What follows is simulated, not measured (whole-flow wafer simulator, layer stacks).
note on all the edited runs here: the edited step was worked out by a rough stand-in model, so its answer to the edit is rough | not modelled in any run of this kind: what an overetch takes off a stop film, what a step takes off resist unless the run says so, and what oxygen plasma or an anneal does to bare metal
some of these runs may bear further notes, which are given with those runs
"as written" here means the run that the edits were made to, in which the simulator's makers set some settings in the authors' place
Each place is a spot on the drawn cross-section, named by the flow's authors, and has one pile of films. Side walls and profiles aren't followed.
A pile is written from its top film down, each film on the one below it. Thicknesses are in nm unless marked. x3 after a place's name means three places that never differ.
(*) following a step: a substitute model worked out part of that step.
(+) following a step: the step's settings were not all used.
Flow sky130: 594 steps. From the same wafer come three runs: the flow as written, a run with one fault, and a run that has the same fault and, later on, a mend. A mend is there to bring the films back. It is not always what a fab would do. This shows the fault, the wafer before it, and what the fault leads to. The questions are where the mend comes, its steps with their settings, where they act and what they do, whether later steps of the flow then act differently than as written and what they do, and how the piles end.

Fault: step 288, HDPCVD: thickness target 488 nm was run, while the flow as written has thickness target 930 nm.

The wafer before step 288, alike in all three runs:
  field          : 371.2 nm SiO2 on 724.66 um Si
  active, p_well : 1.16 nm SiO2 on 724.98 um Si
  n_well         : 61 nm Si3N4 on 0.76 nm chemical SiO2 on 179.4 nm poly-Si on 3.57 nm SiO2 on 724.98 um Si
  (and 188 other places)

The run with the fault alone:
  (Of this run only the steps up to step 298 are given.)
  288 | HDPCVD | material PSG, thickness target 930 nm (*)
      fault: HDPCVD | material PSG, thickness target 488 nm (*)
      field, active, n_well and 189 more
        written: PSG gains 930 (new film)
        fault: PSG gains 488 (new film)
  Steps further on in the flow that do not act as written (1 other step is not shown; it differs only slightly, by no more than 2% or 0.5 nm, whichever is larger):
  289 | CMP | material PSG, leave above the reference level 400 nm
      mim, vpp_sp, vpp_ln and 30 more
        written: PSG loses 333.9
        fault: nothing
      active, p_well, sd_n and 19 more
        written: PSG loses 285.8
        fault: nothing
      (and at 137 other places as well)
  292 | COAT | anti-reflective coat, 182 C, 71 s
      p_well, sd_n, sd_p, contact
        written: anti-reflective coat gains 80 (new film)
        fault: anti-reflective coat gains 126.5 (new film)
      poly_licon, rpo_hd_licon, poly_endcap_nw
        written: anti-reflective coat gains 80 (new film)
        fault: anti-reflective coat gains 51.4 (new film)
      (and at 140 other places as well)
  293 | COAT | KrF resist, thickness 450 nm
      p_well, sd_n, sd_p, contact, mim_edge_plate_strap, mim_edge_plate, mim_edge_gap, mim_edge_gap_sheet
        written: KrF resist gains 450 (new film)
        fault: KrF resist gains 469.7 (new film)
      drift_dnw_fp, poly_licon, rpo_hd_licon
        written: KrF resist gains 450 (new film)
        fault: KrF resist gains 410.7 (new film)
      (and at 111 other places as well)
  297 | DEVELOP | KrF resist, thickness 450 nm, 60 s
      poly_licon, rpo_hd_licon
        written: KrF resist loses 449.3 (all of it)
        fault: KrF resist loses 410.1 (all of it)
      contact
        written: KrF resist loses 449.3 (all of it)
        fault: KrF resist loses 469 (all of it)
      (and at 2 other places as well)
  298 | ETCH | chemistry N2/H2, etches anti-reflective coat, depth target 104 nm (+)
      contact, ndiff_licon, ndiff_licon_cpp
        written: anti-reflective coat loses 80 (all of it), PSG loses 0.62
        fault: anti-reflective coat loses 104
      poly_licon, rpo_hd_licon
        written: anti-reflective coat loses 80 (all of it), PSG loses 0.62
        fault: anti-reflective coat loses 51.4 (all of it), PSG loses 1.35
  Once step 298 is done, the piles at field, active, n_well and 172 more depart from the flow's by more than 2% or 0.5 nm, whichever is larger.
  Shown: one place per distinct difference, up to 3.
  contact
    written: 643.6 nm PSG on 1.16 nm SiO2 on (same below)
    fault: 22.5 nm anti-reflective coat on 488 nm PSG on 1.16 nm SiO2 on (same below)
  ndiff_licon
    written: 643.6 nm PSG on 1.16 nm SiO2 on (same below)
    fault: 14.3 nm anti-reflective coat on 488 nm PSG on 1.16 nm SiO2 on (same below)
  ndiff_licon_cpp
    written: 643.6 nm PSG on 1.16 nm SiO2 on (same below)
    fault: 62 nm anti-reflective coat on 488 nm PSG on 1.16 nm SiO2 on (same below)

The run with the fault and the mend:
  The mend stands after step 288.
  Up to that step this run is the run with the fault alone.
  288a | HDPCVD | material PSG, thickness target 442 nm (*) (a further turn of the flow's step 288, with different settings)
      field, active, n_well and 189 more
        PSG gains 442
  Later steps of the flow that are run all act as written at every place that is followed, up to a difference of at most 2% or 0.5 nm, whichever is larger.
  At the end the piles are close to the flow's at the places that both follow, differing by at most 2% or 0.5 nm, whichever is larger.
